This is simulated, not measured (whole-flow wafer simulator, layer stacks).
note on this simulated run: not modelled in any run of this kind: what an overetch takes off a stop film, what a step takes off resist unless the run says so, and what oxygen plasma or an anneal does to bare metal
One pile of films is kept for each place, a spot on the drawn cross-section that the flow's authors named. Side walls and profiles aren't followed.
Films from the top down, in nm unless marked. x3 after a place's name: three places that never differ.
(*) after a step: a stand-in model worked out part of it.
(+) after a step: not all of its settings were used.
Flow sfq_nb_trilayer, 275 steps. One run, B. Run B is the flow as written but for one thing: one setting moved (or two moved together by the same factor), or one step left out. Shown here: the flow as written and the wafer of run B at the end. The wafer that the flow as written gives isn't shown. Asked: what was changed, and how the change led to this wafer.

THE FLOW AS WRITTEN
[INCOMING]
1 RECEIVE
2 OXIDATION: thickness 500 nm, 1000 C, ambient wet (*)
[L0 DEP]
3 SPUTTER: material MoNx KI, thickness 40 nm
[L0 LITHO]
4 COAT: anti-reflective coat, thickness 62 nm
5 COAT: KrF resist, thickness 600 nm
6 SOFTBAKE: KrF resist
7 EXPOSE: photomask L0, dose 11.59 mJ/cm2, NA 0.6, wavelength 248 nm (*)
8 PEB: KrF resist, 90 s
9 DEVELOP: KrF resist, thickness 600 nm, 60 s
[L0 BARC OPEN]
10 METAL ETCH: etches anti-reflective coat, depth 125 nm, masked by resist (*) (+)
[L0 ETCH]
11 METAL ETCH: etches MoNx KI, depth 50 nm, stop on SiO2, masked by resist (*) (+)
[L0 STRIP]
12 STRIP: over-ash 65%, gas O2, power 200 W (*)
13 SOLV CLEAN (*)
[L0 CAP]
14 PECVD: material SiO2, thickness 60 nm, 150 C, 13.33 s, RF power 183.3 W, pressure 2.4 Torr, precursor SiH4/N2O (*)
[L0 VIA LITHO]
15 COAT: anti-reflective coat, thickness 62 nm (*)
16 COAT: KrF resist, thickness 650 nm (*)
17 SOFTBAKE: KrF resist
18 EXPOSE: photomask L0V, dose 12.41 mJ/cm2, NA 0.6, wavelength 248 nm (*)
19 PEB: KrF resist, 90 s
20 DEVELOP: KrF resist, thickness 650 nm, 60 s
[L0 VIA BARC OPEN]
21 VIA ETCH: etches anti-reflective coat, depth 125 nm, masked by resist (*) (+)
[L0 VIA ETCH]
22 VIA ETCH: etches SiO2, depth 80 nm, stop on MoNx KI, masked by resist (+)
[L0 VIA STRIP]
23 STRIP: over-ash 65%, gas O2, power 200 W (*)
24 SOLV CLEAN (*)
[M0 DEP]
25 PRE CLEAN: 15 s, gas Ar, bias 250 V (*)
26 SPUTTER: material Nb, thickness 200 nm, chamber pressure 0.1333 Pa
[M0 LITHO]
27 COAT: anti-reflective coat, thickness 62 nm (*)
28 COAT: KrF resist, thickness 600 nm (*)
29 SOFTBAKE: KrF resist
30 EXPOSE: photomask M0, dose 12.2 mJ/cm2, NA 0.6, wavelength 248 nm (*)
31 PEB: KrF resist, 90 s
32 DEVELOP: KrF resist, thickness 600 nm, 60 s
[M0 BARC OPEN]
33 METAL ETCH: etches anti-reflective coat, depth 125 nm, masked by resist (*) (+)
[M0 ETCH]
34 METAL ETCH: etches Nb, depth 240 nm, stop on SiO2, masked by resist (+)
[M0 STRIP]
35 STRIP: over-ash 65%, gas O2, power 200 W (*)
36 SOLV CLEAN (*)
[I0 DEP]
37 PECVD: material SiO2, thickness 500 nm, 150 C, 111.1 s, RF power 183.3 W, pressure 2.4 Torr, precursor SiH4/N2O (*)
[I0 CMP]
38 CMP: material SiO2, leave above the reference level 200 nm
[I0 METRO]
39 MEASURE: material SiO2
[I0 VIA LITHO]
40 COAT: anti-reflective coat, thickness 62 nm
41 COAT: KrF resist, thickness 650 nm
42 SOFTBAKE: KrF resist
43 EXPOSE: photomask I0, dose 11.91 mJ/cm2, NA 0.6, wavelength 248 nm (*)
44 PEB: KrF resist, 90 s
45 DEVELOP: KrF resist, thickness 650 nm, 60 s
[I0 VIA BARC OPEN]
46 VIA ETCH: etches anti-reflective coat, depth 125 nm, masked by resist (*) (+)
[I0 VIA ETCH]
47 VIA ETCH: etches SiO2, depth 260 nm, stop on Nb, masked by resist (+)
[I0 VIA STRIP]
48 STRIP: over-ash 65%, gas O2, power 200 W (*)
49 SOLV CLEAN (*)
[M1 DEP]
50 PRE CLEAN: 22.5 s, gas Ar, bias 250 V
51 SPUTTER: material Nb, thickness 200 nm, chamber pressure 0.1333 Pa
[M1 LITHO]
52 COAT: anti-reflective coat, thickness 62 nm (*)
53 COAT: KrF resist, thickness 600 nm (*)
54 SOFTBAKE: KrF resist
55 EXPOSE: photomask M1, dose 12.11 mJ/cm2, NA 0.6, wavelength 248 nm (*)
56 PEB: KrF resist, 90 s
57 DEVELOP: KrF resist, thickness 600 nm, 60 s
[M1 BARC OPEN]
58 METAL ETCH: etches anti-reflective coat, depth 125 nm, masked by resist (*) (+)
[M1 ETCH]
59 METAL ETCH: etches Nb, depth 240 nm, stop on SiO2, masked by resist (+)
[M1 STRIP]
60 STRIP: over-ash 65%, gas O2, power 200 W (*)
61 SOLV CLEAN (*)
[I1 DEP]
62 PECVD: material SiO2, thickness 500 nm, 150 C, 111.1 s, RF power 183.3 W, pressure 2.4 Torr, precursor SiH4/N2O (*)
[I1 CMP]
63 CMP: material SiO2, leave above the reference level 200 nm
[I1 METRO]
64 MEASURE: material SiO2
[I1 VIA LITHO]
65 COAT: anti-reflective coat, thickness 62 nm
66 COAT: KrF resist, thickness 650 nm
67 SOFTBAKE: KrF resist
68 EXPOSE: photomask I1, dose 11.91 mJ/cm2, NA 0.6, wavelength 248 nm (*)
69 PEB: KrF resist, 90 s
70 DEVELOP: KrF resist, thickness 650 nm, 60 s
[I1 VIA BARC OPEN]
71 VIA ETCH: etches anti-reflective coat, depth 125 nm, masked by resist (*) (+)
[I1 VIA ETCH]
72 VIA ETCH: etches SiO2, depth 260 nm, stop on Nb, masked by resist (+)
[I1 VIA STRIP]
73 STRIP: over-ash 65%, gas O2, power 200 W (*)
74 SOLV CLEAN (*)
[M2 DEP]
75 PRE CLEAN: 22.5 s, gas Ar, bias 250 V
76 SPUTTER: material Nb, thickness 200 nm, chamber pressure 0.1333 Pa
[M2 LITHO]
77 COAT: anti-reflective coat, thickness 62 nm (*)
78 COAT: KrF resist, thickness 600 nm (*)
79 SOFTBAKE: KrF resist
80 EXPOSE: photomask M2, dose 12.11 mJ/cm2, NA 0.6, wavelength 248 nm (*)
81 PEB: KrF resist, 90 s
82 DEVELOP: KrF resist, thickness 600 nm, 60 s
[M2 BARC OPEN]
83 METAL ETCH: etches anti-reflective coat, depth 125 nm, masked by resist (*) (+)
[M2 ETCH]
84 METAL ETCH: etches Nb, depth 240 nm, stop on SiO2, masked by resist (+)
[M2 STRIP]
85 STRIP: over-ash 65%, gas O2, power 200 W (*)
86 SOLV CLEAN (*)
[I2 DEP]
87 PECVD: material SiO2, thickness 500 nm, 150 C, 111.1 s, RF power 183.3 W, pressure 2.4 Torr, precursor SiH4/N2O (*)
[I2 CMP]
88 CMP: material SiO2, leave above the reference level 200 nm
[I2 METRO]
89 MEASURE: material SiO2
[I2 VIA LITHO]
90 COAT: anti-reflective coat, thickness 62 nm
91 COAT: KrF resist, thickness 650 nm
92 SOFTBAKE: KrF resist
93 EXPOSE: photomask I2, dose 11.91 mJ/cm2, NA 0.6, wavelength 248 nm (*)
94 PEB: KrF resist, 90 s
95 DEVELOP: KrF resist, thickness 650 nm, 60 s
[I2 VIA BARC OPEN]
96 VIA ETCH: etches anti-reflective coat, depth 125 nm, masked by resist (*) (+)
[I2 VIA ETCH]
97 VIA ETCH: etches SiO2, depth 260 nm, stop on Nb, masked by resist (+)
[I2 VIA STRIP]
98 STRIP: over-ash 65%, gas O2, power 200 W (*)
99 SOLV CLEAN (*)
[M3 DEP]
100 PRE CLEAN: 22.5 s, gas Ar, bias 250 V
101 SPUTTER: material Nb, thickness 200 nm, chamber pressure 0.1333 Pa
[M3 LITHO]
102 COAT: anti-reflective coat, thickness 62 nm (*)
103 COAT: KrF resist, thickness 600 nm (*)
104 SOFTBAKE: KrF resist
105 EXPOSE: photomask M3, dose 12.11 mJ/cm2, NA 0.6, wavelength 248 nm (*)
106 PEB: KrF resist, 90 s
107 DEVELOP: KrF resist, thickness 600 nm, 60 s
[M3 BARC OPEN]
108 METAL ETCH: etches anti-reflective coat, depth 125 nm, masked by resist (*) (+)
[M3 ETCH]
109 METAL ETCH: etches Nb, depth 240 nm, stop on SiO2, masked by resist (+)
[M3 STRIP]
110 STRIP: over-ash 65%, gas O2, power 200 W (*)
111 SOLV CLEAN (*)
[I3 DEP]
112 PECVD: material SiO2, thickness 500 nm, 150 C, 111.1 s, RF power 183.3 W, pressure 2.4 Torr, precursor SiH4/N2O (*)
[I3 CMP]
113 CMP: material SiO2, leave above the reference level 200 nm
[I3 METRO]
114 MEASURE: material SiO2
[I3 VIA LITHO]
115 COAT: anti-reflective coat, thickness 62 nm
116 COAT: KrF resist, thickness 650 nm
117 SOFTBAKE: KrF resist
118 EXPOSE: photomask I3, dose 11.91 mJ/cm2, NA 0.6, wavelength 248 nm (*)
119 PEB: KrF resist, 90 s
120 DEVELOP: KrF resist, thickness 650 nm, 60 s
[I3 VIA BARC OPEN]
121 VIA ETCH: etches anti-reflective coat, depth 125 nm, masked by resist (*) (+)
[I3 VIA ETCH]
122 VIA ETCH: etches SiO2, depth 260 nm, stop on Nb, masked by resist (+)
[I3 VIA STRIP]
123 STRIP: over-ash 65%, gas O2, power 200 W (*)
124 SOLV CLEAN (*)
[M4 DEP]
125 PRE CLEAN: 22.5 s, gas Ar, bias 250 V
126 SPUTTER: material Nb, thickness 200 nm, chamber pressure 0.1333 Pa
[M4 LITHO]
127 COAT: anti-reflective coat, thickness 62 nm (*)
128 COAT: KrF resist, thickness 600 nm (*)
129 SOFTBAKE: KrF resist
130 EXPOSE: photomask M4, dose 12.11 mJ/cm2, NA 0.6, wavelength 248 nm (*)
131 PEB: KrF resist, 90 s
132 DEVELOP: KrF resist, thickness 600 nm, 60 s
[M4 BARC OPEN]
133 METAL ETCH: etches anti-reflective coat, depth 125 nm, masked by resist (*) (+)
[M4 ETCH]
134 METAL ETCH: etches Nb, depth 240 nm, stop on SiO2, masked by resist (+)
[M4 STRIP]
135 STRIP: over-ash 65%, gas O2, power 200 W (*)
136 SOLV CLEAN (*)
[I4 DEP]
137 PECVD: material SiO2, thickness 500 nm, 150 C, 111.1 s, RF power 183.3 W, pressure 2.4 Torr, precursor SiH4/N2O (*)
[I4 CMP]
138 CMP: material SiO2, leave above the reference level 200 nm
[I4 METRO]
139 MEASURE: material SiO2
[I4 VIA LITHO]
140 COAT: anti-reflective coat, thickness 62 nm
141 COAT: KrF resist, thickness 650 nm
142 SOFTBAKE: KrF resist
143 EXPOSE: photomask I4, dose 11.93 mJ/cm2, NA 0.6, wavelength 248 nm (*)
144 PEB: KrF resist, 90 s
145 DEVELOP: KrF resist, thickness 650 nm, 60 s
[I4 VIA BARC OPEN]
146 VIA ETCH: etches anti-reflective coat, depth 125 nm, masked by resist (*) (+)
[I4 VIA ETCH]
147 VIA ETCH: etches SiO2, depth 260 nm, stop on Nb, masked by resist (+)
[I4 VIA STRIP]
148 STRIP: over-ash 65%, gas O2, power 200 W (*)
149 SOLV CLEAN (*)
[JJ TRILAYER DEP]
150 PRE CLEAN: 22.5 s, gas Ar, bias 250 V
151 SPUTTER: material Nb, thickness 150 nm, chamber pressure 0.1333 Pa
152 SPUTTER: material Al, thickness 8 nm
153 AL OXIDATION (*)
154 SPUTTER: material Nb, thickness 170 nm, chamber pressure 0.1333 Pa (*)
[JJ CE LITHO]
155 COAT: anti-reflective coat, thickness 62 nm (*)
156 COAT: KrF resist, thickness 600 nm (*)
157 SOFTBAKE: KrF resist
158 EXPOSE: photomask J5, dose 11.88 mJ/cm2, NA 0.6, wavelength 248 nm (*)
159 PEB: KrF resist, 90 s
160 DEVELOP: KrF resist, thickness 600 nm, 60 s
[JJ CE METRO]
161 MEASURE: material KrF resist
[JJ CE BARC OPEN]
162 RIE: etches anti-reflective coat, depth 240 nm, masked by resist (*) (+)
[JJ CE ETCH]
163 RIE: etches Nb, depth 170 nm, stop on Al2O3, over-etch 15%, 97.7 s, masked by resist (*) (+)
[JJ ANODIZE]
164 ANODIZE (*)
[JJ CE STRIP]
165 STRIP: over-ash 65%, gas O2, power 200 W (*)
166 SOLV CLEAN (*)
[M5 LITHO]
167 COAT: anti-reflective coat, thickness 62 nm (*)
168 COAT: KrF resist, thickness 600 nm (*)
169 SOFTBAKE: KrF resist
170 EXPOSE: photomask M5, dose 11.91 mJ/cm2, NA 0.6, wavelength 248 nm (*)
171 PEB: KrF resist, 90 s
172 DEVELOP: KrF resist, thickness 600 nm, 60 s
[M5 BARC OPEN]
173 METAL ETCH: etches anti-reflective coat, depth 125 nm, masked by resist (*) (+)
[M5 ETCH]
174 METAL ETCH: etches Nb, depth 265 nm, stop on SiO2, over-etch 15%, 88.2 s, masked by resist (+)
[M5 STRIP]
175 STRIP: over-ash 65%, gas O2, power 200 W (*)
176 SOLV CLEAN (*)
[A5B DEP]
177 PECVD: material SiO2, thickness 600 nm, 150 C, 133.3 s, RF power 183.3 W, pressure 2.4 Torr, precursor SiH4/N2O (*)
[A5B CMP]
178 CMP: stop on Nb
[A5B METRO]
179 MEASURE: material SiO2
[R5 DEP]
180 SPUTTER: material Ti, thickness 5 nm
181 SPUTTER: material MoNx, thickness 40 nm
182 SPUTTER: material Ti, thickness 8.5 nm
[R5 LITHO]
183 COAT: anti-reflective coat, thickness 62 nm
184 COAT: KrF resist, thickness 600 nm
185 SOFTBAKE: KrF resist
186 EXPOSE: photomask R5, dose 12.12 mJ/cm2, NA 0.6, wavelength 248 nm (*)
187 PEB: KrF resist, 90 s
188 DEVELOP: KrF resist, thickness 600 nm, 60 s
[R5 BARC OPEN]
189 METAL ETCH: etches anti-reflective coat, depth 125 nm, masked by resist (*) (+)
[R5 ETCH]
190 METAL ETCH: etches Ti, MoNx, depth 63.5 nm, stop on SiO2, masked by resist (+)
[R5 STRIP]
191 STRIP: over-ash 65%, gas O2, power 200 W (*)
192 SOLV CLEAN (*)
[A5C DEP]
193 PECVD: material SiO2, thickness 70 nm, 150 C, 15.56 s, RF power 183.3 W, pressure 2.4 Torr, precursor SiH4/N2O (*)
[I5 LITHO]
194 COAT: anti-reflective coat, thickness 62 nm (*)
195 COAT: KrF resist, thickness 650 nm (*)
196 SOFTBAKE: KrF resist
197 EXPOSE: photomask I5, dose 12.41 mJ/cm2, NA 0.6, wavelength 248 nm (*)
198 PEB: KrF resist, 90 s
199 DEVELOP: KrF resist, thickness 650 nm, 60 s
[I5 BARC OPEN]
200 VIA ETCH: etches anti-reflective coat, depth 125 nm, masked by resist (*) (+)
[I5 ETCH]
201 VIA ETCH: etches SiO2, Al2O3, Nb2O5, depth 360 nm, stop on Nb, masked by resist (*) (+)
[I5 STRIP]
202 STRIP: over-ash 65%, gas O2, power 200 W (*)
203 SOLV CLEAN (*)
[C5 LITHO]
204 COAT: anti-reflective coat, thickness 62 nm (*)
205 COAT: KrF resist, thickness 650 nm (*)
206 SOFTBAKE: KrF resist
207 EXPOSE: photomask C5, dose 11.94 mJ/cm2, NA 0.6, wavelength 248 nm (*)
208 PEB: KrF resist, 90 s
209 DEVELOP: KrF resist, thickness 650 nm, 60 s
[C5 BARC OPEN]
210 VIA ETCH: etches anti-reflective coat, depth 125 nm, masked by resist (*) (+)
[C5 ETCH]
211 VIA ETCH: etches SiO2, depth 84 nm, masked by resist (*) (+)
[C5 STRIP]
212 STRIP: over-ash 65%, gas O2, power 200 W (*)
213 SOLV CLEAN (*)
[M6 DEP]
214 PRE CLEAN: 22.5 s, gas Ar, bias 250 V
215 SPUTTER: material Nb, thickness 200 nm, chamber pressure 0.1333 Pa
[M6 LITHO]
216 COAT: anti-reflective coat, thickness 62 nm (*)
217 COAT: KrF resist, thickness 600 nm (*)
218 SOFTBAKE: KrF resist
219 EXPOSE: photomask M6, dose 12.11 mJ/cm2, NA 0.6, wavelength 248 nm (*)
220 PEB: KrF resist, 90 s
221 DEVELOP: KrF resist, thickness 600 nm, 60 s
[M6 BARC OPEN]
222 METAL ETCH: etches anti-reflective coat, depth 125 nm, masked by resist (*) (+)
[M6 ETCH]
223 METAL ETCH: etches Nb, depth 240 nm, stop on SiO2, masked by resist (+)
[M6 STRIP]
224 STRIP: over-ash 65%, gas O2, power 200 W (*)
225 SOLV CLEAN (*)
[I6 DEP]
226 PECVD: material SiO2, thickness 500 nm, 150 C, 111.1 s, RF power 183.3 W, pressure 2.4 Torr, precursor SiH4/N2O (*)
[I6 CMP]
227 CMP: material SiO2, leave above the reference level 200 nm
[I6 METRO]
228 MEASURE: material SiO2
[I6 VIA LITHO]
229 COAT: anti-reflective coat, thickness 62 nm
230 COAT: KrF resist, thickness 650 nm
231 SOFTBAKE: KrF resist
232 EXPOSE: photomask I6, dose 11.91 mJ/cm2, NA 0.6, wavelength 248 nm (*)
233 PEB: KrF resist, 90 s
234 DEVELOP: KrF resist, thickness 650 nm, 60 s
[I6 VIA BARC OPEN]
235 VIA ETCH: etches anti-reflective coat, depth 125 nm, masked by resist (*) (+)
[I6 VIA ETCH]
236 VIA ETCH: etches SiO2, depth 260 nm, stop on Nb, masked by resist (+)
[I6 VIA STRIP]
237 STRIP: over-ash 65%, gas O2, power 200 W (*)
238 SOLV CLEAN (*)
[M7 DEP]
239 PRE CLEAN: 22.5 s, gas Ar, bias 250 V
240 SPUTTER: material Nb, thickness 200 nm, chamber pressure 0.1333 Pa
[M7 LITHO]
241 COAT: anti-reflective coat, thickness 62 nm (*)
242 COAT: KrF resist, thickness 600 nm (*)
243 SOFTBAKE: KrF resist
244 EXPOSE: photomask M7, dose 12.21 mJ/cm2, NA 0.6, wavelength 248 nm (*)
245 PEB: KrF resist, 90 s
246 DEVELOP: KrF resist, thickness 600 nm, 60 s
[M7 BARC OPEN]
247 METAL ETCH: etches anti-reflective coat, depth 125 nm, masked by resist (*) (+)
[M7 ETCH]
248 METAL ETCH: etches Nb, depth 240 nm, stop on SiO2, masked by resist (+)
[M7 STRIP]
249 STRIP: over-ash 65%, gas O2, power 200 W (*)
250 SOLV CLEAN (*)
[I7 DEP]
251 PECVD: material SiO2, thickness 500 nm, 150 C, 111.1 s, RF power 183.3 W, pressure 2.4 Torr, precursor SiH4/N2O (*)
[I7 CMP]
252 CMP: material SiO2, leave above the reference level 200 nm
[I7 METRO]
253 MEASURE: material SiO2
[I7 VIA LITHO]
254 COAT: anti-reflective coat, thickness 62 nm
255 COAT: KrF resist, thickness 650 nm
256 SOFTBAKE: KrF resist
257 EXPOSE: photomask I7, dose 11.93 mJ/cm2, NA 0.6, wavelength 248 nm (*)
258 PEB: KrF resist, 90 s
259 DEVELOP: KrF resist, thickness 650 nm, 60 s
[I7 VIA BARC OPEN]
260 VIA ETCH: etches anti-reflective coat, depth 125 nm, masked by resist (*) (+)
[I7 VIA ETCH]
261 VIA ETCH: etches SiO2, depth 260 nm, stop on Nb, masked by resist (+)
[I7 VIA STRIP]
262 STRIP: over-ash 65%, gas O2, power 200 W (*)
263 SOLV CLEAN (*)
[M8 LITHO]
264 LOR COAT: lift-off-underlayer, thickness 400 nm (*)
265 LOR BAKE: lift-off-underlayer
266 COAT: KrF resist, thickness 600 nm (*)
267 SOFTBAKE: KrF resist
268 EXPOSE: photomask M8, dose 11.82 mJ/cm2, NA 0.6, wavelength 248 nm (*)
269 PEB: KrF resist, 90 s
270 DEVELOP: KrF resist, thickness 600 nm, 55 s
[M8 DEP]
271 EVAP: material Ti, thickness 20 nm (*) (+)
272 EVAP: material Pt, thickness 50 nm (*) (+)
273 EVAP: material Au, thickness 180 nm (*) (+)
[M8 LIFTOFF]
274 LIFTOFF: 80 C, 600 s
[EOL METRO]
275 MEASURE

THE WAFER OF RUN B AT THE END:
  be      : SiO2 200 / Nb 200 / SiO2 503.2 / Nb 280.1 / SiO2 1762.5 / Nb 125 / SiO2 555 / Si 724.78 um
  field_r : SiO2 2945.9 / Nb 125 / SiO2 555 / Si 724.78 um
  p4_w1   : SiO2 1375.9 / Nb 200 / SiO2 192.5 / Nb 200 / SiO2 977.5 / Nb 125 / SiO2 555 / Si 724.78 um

The cause: step 26, SPUTTER: thickness 125 nm was run, where the flow has thickness 200 nm.
It can be read off the wafer: be has Nb 125, and step 26 as written asks for 200 nm.

How the change led to this, step by step:
  26 SPUTTER: material Nb, thickness 200 nm, chamber pressure 0.1333 Pa
      field_l, via_wl, via_w and 100 more: Nb +125 (new film) (as written it would be: Nb +200 (new film))
      v_sur: Nb +121.2 (new film) (as written it would be: Nb +200 (new film))
      (and at 2 more places)
  27 COAT: anti-reflective coat, thickness 62 nm (*)
      v_sur: anti-reflective coat +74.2 (new film) (as written it would be: anti-reflective coat +72.3 (new film))
  34 METAL ETCH: etches Nb, depth 240 nm, stop on SiO2, masked by resist (+)
      field_l, v_sur, via_wl and 100 more: KrF resist -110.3 (as written it would be: KrF resist -141.2)
      moat, m0r_space_l, m0r_space_r: Nb -125 (all of it) (as written it would be: Nb -200 (all of it))
  35 STRIP: over-ash 65%, gas O2, power 200 W (*)
      p4_fl, p4_fm, p4_w1 and 68 more: KrF resist -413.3 (all of it), anti-reflective coat -62 (all of it) (as written it would be: KrF resist -382.4 (all of it), anti-reflective coat -62 (all of it))
      ce_r, sp_r, be_r, r_sur: KrF resist -419.8 (all of it), anti-reflective coat -63.6 (all of it) (as written it would be: KrF resist -389 (all of it), anti-reflective coat -63.6 (all of it))
      (and at 28 more places)
  37 PECVD: material SiO2, thickness 500 nm, 150 C, 111.1 s, RF power 183.3 W, pressure 2.4 Torr, precursor SiH4/N2O (*)
      moat, m0r_space_l, m0r_space_r: SiO2 +500 (as written it would be: SiO2 +557.1)
  38 CMP: material SiO2, leave above the reference level 200 nm
      moat, m0r_space_l, m0r_space_r: SiO2 -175 (as written it would be: SiO2 -157.1)
